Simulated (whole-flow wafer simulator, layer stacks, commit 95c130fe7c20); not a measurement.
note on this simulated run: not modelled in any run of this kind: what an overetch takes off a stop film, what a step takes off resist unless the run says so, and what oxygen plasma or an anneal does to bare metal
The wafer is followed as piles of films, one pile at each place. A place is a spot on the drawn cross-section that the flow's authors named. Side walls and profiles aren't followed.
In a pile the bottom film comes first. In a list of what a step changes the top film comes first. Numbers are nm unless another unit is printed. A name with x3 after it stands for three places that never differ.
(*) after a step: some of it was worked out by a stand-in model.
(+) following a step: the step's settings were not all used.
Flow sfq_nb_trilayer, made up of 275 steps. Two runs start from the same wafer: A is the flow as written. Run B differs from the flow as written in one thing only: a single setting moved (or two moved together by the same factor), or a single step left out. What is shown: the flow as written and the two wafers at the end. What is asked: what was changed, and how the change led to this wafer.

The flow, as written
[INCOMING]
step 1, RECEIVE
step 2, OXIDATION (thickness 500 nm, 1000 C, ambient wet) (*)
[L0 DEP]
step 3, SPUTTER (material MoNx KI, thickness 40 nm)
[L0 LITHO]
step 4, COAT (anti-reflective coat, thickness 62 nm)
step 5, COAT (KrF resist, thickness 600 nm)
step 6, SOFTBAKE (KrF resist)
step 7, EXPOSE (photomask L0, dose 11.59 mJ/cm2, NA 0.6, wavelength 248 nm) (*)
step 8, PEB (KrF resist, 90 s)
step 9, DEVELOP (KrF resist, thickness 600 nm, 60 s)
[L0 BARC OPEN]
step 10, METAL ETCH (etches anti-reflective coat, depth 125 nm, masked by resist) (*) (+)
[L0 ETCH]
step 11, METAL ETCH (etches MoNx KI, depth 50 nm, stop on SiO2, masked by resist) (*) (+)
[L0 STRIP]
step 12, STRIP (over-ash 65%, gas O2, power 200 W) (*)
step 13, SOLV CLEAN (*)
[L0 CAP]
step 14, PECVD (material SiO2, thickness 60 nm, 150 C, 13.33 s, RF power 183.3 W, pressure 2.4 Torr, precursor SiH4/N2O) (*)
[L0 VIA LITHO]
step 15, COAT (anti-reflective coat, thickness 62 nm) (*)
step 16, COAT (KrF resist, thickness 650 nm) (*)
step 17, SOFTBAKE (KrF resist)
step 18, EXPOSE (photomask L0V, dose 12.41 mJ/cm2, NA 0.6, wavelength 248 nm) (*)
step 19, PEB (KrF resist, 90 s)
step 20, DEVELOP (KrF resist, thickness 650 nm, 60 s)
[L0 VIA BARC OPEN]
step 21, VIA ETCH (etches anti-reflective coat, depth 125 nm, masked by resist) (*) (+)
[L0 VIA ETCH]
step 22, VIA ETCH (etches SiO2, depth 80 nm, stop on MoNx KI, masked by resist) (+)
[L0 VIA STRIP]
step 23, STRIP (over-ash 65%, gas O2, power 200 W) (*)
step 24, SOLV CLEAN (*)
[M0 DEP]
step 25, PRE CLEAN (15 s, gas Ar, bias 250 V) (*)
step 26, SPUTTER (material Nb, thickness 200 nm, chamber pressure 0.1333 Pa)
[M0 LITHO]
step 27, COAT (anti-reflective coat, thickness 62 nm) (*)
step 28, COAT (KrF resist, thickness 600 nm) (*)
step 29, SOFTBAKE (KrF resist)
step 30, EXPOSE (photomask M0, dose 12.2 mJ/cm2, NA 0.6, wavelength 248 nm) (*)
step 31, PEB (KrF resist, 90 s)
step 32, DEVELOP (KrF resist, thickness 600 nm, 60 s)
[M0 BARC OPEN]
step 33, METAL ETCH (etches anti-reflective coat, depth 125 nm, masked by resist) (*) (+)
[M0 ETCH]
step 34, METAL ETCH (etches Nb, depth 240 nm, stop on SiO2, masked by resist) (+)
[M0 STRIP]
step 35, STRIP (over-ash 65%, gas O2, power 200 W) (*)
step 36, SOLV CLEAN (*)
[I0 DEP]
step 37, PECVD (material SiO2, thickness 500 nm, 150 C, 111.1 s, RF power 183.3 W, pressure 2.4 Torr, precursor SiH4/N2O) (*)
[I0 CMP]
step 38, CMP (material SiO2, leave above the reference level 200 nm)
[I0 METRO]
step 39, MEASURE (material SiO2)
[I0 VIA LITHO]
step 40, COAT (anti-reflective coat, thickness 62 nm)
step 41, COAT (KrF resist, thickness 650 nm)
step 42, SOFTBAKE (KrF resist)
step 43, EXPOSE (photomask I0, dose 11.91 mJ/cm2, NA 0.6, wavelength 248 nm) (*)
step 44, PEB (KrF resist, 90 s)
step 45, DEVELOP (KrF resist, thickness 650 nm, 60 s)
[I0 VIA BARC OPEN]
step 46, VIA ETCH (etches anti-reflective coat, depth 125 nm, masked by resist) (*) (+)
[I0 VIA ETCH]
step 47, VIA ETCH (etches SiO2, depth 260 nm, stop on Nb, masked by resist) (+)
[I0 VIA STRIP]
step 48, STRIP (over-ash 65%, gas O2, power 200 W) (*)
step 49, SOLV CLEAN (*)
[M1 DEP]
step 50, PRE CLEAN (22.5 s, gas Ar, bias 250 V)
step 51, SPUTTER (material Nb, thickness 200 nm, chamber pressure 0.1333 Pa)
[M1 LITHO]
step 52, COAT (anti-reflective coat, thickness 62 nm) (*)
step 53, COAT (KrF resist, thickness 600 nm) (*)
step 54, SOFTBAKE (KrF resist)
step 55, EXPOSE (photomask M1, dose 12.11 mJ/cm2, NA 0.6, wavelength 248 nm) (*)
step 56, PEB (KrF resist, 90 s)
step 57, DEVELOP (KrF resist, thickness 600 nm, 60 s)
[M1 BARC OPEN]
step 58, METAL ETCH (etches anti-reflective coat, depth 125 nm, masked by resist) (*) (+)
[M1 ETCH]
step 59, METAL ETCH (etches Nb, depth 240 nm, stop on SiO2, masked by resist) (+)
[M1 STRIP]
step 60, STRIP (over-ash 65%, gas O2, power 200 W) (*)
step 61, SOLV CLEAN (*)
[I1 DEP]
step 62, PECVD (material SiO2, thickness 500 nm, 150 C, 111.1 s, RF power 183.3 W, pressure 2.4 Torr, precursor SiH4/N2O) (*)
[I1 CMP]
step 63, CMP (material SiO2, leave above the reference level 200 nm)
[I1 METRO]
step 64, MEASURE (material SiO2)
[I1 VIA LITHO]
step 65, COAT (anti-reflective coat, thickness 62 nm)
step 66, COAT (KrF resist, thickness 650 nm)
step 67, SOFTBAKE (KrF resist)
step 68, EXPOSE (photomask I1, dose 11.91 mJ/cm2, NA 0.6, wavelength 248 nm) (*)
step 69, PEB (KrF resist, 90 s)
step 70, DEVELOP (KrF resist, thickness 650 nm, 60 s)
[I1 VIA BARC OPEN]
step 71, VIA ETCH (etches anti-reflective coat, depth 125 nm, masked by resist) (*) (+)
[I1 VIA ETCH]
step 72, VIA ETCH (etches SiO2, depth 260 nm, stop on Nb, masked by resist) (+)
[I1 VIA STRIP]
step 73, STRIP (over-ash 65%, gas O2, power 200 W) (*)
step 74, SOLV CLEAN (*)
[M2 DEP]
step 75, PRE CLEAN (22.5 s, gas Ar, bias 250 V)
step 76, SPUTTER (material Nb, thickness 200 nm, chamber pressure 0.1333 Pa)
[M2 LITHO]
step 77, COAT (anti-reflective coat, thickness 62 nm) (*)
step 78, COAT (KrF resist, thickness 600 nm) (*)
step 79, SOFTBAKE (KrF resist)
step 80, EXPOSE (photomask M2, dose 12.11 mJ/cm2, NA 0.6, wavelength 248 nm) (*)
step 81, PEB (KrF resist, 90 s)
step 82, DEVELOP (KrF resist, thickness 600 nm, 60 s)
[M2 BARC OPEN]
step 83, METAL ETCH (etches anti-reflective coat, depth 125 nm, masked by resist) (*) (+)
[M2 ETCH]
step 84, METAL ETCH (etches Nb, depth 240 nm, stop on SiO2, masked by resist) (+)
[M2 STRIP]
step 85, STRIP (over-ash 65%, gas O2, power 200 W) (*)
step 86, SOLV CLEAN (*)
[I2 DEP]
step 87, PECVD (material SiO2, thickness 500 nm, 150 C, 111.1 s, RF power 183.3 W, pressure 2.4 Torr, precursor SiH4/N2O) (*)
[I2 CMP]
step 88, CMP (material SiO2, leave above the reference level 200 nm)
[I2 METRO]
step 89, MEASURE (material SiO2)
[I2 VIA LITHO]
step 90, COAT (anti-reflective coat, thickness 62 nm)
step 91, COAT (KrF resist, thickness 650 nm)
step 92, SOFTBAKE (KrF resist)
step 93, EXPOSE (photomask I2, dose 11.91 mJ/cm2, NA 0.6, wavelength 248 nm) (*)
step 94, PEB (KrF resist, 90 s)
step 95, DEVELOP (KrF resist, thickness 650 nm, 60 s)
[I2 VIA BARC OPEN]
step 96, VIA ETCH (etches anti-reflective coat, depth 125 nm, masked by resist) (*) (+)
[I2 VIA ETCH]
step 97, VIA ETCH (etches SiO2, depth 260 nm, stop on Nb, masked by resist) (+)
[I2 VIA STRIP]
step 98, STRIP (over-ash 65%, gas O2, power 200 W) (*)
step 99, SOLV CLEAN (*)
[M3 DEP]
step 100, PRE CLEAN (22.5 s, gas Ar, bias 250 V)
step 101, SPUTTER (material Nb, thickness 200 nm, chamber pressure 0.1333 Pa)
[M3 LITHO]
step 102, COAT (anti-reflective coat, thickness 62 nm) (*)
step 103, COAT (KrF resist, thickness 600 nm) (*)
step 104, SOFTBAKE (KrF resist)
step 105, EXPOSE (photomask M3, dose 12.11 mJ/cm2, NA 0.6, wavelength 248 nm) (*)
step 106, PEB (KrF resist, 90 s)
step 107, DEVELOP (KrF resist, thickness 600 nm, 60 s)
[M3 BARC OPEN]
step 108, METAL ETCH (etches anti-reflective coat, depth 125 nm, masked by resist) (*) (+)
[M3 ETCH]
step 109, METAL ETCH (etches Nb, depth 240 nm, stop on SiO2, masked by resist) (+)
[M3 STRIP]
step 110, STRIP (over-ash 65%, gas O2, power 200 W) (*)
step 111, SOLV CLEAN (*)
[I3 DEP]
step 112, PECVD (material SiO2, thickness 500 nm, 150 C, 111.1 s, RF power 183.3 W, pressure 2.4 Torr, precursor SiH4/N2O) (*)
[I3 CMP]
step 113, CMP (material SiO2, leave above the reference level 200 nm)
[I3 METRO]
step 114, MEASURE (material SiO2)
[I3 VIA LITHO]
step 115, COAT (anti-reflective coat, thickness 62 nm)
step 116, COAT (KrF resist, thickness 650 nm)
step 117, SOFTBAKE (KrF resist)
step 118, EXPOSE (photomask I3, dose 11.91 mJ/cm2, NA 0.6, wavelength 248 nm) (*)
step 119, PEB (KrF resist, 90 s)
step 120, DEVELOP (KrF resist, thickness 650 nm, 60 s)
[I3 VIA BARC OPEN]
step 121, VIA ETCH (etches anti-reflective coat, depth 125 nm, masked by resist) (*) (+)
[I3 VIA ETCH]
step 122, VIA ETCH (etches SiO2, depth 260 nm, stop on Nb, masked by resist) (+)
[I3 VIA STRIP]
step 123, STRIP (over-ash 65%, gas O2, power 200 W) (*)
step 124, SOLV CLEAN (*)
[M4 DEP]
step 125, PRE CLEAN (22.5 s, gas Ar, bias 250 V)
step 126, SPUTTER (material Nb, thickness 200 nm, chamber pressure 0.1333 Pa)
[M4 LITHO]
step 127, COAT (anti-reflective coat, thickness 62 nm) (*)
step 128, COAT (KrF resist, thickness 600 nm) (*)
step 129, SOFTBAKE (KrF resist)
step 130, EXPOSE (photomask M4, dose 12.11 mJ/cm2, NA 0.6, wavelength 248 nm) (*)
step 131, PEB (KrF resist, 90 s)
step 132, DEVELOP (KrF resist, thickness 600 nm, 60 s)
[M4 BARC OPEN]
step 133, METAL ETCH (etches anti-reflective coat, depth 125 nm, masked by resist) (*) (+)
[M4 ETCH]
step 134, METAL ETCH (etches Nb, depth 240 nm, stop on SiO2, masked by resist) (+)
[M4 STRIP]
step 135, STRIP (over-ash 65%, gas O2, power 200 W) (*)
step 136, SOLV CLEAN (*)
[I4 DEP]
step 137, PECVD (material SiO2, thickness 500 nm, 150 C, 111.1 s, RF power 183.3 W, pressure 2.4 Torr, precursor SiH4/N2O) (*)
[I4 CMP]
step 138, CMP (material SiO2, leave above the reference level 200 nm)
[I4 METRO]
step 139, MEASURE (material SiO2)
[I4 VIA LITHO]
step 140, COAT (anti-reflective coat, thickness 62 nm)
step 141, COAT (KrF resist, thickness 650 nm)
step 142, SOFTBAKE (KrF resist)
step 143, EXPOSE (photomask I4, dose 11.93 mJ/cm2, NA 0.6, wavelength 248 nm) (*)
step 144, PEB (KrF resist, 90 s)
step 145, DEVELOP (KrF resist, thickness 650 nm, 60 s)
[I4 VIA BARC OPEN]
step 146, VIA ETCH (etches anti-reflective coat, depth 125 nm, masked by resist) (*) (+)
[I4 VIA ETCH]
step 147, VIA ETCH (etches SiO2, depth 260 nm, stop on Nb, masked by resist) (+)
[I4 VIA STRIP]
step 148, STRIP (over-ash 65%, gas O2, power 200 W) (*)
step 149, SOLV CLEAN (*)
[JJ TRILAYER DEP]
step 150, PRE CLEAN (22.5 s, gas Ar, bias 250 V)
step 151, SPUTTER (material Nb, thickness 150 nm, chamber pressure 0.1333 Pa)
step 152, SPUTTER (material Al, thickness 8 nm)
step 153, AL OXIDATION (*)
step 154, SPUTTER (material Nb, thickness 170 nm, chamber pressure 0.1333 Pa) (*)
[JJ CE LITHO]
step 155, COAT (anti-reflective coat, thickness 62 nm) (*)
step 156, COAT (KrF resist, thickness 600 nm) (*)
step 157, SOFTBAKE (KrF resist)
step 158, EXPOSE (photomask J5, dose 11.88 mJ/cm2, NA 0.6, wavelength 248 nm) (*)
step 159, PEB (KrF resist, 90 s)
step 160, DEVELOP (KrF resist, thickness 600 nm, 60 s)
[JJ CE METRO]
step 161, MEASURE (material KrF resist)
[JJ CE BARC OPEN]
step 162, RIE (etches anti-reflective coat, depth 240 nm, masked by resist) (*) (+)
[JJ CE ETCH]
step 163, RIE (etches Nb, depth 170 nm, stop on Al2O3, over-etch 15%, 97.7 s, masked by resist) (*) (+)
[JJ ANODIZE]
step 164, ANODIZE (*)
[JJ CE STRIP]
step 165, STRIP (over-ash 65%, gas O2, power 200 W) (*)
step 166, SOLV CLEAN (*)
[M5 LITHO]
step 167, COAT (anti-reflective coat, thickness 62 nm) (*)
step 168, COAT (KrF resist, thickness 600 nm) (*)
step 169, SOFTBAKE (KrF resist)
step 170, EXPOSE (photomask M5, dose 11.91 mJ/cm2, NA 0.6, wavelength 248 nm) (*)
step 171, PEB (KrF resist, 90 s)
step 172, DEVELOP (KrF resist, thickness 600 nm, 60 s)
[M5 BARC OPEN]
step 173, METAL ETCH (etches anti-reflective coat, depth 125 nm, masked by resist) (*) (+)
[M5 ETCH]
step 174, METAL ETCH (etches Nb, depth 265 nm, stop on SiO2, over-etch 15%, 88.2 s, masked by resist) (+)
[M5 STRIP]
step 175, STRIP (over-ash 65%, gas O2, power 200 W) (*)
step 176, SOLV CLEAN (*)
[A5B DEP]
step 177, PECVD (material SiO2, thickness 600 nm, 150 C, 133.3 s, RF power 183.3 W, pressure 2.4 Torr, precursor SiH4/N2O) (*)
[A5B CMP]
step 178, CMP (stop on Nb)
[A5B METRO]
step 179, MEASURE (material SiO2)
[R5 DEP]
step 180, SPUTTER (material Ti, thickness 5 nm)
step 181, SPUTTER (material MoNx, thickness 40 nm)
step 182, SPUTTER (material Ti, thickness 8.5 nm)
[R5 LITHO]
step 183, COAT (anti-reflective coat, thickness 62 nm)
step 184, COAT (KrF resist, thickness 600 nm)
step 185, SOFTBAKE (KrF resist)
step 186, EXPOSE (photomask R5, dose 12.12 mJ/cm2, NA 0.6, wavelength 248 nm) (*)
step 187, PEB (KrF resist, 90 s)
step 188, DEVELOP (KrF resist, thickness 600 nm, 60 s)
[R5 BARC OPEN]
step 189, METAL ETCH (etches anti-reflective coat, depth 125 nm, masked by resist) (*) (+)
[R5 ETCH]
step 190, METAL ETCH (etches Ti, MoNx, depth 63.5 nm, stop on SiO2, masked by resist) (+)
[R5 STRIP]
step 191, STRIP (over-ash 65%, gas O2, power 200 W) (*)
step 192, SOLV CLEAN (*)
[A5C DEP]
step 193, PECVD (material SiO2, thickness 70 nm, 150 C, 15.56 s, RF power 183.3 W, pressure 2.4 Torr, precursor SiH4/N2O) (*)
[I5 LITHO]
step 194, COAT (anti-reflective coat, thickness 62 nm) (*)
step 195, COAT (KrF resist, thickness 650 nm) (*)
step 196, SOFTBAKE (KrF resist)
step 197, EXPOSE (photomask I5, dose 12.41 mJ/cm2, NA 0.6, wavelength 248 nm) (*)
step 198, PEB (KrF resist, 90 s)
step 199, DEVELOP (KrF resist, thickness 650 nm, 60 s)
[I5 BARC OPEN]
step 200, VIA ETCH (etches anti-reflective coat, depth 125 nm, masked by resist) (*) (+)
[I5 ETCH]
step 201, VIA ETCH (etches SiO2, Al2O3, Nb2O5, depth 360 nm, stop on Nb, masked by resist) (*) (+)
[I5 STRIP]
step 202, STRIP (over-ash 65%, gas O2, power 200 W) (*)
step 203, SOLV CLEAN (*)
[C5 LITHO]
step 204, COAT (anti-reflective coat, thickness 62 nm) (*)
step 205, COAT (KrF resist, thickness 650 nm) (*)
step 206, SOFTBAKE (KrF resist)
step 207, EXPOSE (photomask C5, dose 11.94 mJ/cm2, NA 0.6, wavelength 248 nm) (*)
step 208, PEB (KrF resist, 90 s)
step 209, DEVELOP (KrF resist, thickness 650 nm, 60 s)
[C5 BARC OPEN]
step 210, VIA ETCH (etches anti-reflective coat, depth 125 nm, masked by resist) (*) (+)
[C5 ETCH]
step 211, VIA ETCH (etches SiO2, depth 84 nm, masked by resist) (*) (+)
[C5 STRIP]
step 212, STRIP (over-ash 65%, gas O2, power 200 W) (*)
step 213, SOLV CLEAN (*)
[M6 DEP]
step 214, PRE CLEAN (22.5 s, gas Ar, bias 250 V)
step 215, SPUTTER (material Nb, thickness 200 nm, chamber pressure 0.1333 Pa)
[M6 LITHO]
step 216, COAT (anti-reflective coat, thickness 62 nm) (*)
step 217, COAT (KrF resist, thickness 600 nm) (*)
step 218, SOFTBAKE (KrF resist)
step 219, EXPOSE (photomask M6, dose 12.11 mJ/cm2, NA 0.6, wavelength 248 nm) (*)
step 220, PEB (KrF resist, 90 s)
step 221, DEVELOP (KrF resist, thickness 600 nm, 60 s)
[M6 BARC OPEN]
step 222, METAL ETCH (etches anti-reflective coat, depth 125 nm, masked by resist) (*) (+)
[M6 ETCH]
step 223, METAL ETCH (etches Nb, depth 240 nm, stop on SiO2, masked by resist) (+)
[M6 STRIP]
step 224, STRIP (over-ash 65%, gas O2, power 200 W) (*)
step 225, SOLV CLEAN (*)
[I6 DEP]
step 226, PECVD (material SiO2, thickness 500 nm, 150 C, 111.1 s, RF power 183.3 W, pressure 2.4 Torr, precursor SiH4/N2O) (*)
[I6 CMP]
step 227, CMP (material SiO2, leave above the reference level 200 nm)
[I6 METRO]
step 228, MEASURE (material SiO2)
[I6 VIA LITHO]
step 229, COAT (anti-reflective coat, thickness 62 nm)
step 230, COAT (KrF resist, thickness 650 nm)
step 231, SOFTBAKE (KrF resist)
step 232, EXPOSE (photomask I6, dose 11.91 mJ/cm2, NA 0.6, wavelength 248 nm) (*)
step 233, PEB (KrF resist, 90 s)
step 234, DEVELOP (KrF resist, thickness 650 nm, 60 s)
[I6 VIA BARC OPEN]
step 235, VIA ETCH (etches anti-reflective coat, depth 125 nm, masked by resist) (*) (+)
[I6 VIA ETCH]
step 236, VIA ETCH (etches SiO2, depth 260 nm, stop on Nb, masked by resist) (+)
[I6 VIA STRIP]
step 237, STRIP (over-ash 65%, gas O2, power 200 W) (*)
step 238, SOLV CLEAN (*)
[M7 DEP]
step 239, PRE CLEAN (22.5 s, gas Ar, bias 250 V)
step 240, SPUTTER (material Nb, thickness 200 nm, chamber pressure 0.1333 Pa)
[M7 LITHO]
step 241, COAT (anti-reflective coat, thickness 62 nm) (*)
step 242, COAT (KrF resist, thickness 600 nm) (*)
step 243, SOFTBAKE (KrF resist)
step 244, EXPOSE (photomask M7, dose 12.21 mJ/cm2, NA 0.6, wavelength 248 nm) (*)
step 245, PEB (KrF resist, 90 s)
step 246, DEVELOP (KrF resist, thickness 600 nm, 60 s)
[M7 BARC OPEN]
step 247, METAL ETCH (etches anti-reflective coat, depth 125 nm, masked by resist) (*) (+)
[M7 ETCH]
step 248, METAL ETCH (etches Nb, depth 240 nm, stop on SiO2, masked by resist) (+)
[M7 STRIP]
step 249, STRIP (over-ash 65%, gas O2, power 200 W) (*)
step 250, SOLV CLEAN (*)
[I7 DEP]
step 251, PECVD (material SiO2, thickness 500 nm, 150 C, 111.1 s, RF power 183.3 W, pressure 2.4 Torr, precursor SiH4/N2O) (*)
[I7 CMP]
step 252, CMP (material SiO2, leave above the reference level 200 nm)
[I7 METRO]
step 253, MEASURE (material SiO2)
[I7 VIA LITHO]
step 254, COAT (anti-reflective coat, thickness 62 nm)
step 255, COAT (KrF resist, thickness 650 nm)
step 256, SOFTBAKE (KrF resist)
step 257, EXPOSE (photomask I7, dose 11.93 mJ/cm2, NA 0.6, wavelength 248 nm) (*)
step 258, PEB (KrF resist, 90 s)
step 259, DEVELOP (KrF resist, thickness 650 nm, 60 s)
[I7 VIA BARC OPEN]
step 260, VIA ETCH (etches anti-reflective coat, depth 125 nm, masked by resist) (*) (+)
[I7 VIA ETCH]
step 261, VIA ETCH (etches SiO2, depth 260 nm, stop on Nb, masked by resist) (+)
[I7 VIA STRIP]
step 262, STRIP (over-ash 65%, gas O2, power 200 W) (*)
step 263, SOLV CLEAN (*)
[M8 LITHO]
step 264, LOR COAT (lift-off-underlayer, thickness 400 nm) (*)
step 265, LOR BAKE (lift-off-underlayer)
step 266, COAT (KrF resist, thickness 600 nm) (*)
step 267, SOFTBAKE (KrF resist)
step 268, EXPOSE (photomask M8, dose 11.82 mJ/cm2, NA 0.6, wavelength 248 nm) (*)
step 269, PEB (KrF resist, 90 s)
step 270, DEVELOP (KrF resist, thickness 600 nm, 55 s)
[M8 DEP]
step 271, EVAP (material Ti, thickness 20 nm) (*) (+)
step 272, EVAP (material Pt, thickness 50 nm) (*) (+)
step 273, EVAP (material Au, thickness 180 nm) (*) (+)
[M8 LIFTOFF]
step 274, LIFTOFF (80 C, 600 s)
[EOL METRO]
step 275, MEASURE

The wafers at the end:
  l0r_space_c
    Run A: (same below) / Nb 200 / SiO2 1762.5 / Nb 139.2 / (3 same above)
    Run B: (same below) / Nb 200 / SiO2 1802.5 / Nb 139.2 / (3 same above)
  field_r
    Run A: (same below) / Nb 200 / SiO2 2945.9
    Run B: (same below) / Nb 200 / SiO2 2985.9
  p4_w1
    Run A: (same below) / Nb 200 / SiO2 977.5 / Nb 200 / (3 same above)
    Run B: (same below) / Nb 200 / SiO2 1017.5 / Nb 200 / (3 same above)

What caused this: step 63, CMP: leave above the reference level 240 nm was run, though the flow has leave above the reference level 200 nm.

How this came from the change, step by step:
  step 63, CMP (material SiO2, leave above the reference level 200 nm)
      field_l, be, be_sur and 72 more: A -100 SiO2 | B -60 SiO2
      v_sur, via_wl, via_wr and 20 more: A -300 SiO2 | B -260 SiO2
      (as well as at 8 more places)
  step 72, VIA ETCH (etches SiO2, depth 260 nm, stop on Nb, masked by resist) (+)
      via_v: A -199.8 SiO2 (all of it) | B -239.8 SiO2 (all of it)
  step 76, SPUTTER (material Nb, thickness 200 nm, chamber pressure 0.1333 Pa)
      via_v: A +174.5 Nb | B +167.1 Nb
  step 77, COAT (anti-reflective coat, thickness 62 nm) (*)
      via_v: A +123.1 anti-reflective coat (new film) | B +131.6 anti-reflective coat (new film)
      wire: A +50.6 anti-reflective coat (new film) | B +49.4 anti-reflective coat (new film)
  step 78, COAT (KrF resist, thickness 600 nm) (*)
      via_v: A +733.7 KrF resist (new film) | B +766.2 KrF resist (new film)
  step 85, STRIP (over-ash 65%, gas O2, power 200 W) (*)
      via_v: A -515.8 KrF resist (all of it), -123.1 anti-reflective coat (all of it) | B -548.1 KrF resist (all of it), -131.6 anti-reflective coat (all of it)
      wire: A -374.9 KrF resist (all of it), -50.6 anti-reflective coat (all of it) | B -372.1 KrF resist (all of it), -49.4 anti-reflective coat (all of it)
  step 87, PECVD (material SiO2, thickness 500 nm, 150 C, 111.1 s, RF power 183.3 W, pressure 2.4 Torr, precursor SiH4/N2O) (*)
      via_v: A +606 SiO2 (new film) | B +653.5 SiO2 (new film)
